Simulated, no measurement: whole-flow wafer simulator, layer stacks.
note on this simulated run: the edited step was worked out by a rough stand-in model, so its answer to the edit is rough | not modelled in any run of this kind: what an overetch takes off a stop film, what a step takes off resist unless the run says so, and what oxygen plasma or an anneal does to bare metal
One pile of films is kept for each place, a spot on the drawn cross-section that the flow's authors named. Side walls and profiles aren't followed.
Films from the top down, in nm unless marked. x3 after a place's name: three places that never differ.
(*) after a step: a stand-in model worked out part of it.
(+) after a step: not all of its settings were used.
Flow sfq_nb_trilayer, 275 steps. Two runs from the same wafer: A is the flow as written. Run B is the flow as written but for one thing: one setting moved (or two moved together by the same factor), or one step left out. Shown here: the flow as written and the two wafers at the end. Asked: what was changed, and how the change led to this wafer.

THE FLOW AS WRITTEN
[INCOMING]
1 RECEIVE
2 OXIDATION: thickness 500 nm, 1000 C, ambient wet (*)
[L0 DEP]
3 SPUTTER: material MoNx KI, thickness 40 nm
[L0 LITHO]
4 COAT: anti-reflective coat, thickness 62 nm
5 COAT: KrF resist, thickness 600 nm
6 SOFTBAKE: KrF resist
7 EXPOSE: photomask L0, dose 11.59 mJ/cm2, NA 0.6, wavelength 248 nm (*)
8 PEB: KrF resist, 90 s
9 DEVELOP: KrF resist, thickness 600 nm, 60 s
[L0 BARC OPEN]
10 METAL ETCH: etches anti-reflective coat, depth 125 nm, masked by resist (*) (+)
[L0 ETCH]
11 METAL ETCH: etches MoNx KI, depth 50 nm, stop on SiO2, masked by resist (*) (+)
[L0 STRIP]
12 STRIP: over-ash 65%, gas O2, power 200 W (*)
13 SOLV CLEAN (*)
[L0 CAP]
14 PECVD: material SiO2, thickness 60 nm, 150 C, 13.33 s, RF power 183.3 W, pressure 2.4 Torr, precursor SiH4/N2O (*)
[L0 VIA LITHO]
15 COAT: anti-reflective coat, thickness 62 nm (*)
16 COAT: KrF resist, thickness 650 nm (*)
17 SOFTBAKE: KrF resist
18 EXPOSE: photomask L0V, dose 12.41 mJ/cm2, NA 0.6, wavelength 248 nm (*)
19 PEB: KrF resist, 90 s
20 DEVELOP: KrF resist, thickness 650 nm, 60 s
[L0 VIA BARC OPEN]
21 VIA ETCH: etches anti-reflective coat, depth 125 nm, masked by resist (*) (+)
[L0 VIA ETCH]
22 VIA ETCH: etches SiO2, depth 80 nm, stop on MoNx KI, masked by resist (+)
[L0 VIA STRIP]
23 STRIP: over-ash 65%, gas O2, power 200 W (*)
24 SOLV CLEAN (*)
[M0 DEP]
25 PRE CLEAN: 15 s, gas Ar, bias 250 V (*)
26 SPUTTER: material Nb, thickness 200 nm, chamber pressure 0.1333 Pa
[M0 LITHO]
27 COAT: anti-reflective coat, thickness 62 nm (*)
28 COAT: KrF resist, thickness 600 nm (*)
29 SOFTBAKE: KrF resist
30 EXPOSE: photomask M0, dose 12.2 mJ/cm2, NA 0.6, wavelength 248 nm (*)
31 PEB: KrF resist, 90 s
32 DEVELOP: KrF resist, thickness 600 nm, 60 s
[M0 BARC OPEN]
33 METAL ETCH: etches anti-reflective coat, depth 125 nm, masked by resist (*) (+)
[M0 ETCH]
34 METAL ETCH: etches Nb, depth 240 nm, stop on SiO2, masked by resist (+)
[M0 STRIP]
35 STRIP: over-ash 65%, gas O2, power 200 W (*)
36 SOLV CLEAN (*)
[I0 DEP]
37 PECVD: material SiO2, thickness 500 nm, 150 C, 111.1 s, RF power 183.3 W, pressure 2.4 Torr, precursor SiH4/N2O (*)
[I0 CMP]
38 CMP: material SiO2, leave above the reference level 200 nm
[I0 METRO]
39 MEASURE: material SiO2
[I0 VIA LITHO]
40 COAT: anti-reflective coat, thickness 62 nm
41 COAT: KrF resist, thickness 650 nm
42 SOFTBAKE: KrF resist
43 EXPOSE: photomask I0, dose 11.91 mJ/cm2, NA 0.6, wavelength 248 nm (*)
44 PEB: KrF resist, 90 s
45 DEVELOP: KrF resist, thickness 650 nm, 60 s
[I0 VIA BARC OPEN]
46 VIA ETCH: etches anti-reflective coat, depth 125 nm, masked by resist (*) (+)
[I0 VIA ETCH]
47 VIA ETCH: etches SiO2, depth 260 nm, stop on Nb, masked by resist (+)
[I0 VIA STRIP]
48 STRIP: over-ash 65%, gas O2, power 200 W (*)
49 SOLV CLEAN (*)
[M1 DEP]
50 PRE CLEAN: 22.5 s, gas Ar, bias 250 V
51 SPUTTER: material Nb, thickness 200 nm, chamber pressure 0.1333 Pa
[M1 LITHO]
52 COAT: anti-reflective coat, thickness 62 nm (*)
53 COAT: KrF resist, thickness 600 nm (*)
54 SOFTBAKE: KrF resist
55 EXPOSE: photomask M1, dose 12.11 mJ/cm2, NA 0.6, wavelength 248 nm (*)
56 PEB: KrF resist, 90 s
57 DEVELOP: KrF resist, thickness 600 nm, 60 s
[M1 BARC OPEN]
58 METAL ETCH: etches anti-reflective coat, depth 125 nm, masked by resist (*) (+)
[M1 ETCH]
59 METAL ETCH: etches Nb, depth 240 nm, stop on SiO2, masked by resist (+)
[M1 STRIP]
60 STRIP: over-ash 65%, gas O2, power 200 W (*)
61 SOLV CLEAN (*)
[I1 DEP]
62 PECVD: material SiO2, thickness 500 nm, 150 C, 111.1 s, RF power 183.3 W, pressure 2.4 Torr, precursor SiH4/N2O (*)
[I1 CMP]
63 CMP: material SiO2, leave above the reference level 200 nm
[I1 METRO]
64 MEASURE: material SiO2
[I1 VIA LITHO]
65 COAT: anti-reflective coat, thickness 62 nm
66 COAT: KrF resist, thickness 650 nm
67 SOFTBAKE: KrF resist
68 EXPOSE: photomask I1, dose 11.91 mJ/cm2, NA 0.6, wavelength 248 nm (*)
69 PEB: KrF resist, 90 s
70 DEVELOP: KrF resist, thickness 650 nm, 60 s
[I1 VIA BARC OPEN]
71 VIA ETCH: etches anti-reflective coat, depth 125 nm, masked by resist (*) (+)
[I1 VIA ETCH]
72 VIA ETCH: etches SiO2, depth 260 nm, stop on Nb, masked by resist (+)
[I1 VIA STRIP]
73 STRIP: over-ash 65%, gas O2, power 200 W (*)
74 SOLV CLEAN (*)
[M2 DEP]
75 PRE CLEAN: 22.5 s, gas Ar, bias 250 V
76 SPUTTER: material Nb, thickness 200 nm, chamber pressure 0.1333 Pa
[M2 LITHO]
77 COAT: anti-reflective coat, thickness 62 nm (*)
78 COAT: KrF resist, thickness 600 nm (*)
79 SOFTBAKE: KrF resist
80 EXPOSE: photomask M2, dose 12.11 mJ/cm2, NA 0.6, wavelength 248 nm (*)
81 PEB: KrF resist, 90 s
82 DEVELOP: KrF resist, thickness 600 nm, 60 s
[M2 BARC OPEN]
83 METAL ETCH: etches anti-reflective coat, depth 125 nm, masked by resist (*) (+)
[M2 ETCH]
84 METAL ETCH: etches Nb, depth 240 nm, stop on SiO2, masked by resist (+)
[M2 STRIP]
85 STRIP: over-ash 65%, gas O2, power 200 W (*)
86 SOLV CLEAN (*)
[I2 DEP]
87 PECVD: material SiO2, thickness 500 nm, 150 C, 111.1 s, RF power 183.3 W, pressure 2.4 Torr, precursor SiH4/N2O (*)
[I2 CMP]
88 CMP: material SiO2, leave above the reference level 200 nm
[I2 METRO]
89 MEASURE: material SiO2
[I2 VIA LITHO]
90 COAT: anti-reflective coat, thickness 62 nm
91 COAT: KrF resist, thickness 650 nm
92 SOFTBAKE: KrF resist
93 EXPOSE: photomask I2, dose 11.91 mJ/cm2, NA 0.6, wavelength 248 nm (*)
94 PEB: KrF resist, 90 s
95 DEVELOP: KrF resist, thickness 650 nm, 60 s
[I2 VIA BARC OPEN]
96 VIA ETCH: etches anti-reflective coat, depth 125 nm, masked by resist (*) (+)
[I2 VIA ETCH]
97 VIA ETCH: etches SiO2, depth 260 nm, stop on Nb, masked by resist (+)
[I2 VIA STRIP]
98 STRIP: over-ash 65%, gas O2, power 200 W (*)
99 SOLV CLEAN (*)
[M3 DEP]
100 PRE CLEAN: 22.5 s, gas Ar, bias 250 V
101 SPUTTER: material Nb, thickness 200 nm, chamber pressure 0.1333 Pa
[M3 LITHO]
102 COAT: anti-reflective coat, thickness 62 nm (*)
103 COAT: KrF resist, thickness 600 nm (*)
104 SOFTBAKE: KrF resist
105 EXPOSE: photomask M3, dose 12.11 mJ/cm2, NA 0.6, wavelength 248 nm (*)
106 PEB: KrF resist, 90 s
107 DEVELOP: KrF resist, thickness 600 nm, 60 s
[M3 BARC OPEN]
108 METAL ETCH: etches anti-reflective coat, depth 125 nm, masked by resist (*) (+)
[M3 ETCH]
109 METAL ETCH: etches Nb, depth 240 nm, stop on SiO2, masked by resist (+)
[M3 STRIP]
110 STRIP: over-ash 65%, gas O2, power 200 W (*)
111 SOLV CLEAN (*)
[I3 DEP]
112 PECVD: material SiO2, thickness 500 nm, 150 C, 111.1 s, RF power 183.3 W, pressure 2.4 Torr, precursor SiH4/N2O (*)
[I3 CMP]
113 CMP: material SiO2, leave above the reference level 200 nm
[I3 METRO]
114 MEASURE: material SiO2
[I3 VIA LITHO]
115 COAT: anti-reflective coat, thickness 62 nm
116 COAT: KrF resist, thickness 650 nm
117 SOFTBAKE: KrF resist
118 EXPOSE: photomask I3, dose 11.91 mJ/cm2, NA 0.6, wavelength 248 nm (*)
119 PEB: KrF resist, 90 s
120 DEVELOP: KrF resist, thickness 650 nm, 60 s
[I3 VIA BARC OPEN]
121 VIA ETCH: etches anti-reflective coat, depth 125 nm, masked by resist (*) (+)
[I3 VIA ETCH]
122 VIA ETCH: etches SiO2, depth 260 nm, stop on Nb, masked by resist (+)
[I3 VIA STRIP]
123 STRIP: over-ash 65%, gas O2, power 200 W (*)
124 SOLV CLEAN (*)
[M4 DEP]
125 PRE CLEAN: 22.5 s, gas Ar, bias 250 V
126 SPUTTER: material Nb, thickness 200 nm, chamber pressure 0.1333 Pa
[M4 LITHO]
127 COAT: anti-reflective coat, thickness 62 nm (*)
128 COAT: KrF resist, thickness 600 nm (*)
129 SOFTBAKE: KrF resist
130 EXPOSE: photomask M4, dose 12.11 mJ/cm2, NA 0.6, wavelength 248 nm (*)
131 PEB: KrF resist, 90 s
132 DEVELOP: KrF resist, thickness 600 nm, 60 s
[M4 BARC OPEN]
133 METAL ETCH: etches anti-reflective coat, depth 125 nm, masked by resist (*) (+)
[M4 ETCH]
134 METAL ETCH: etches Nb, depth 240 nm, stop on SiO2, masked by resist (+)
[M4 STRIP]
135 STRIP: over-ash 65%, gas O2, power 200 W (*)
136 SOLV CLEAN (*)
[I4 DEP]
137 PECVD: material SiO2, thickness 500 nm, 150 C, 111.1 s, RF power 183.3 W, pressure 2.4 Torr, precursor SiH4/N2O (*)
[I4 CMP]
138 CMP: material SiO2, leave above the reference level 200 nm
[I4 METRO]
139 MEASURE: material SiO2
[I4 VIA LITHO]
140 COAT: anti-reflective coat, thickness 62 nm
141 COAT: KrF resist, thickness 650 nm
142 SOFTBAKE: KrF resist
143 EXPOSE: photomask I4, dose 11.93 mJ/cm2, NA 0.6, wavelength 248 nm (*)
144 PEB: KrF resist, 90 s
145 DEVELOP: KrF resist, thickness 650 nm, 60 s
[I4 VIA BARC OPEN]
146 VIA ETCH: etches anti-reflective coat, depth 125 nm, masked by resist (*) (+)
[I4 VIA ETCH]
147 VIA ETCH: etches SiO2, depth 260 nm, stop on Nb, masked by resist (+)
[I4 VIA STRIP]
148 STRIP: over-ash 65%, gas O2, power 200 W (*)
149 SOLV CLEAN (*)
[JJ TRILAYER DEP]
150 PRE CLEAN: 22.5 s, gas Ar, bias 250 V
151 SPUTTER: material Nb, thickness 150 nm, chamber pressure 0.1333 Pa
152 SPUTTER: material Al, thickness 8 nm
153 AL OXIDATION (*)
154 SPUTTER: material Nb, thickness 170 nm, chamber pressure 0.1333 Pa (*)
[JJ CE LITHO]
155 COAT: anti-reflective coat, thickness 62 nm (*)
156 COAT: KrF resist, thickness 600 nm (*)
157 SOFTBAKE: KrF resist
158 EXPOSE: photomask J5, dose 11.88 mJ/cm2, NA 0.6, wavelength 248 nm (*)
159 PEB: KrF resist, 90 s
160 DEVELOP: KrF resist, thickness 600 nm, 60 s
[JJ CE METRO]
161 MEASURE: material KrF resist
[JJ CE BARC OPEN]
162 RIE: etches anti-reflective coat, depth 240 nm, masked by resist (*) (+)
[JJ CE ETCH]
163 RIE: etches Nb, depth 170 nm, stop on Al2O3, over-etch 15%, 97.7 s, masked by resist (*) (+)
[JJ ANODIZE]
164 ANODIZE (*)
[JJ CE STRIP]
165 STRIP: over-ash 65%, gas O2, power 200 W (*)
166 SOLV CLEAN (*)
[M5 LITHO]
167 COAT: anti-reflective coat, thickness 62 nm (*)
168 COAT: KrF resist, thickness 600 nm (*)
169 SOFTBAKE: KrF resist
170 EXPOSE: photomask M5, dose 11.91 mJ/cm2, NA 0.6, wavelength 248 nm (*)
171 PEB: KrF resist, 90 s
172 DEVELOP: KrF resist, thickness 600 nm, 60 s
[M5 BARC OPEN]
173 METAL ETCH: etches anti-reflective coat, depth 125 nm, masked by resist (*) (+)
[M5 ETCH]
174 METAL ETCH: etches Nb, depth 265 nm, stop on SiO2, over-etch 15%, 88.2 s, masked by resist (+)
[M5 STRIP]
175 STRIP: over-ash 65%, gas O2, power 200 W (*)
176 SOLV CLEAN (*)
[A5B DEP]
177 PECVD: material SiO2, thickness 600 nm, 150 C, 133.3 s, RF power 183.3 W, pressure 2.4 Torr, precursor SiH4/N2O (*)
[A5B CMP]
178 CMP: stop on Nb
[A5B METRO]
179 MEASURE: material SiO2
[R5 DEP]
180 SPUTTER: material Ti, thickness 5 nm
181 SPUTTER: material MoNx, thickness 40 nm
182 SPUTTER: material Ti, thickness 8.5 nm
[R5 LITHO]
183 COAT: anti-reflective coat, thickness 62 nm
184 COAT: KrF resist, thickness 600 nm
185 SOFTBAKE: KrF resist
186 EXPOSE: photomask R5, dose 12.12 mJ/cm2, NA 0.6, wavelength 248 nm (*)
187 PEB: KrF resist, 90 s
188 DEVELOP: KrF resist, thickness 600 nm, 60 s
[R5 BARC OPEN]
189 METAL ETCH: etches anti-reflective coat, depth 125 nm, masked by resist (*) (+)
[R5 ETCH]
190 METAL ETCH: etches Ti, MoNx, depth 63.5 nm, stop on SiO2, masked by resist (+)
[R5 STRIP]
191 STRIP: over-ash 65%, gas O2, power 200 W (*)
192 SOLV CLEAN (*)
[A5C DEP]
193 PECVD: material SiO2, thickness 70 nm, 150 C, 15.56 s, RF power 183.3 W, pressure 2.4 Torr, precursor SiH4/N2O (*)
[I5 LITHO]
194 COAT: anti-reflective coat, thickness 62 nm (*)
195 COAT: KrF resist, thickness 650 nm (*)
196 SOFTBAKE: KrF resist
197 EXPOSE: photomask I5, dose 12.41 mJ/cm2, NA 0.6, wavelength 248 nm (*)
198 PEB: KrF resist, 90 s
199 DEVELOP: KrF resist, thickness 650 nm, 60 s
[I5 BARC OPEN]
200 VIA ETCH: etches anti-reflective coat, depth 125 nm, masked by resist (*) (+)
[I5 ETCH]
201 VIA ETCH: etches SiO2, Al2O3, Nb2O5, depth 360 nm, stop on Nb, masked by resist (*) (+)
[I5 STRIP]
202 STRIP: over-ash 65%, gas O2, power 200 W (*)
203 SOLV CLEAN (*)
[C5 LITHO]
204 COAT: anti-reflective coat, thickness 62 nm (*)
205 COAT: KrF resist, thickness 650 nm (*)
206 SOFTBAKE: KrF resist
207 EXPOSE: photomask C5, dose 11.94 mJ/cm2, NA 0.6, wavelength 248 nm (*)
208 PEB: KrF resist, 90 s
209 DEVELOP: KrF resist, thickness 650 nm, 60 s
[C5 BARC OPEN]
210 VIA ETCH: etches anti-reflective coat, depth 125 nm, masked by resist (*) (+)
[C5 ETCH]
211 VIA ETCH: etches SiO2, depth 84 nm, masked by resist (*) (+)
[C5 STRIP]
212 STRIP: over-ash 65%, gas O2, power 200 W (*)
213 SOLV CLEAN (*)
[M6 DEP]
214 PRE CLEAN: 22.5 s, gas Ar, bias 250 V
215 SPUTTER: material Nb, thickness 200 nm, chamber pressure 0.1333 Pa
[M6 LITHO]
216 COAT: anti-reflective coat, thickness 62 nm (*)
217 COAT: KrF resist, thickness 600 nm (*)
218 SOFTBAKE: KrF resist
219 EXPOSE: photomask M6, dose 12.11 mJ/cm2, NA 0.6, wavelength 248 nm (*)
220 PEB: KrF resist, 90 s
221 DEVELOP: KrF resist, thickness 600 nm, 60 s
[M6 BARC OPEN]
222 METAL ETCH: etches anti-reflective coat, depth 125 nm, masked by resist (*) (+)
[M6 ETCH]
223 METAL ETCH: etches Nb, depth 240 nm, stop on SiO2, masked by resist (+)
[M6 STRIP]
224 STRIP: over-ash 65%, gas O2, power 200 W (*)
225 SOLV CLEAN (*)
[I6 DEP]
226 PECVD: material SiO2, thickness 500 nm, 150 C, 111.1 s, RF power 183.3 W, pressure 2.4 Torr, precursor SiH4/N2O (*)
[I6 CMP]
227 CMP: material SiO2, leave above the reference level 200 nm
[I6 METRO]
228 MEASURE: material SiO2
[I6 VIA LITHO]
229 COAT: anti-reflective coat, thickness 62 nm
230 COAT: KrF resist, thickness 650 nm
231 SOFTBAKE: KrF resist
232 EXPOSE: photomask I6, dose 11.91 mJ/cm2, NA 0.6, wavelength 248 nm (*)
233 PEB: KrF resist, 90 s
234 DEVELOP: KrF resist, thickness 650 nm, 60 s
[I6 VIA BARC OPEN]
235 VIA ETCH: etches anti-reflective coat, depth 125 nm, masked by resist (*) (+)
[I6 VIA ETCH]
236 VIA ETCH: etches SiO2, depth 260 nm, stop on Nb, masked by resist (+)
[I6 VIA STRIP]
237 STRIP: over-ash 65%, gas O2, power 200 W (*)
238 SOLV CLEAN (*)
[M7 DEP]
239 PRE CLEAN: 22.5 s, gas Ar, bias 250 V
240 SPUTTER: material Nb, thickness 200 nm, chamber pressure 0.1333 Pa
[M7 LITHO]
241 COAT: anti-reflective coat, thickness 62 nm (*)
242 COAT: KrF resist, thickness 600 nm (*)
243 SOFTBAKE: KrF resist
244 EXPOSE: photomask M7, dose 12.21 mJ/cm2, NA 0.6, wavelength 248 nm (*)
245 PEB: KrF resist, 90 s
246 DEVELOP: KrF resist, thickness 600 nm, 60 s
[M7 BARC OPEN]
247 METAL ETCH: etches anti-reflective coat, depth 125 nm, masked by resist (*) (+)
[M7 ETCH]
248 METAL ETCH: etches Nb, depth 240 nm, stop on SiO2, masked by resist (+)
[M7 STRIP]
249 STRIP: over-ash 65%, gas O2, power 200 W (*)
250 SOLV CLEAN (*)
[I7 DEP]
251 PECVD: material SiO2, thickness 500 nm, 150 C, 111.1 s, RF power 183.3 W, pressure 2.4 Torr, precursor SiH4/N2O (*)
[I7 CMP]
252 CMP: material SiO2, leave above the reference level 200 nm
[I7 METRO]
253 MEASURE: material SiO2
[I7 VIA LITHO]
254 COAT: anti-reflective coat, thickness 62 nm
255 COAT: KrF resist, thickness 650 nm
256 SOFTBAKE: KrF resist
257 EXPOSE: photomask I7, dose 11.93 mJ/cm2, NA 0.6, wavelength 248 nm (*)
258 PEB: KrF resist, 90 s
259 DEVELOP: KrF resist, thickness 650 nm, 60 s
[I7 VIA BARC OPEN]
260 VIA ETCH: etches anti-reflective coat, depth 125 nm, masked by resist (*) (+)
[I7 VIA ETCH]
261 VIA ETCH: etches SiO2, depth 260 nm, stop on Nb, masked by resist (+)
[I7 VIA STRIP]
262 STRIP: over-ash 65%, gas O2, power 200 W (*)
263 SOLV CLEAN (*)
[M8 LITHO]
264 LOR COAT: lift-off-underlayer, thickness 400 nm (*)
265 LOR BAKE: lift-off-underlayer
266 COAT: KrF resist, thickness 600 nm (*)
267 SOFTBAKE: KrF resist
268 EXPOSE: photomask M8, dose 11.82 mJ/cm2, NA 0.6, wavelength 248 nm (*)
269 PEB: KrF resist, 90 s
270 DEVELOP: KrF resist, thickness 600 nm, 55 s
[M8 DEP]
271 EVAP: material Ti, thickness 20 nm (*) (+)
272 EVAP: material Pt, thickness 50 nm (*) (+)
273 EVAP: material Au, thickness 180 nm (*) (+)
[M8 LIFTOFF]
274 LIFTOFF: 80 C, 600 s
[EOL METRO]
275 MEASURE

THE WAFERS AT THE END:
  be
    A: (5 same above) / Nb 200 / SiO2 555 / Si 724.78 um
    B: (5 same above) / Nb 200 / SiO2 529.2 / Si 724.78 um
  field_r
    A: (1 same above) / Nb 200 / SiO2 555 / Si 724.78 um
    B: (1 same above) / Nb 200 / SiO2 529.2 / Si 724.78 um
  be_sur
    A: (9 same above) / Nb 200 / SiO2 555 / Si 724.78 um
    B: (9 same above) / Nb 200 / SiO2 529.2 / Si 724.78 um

The cause: step 14, PECVD: thickness 34.2 nm was run, where the flow has thickness 60 nm; step 14, PECVD: 7.6 s was run, where the flow has 13.33 s.

How the change led to this, step by step:
  14 PECVD: material SiO2, thickness 60 nm, 150 C, 13.33 s, RF power 183.3 W, pressure 2.4 Torr, precursor SiH4/N2O (*)
      v_sur, via_wl, via_w and 97 more: A SiO2 +60 | B SiO2 +34.2
      field_l, l0_sur, l0v, l0r_line_l, l0r_line_c, l0r_line_r: A SiO2 +60 (new film) | B SiO2 +34.2 (new film)
  22 VIA ETCH: etches SiO2, depth 80 nm, stop on MoNx KI, masked by resist (+)
      field_l, v_sur, via_wl and 102 more: A KrF resist -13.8 | B KrF resist -8.81
      l0v: A SiO2 -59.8 (all of it) | B SiO2 -34 (all of it)
  26 SPUTTER: material Nb, thickness 200 nm, chamber pressure 0.1333 Pa
      l0v: A Nb +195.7 (new film) | B Nb +200 (new film)
  27 COAT: anti-reflective coat, thickness 62 nm (*)
      l0_sur: A anti-reflective coat +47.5 (new film) | B anti-reflective coat +50.4 (new film)
      l0v: A anti-reflective coat +78 (new film) | B anti-reflective coat +69.9 (new film)
  28 COAT: KrF resist, thickness 600 nm (*)
      l0v: A KrF resist +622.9 (new film) | B KrF resist +606.9 (new film)
  35 STRIP: over-ash 65%, gas O2, power 200 W (*)
      l0_sur: A KrF resist -372 (all of it), anti-reflective coat -47.5 (all of it) | B KrF resist -373.5 (all of it), anti-reflective coat -50.4 (all of it)
      l0v: A KrF resist -405.3 (all of it), anti-reflective coat -78 (all of it) | B KrF resist -389.3 (all of it), anti-reflective coat -69.9 (all of it)
  38 CMP: material SiO2, leave above the reference level 200 nm
      l0v: A SiO2 -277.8 | B SiO2 -307.9
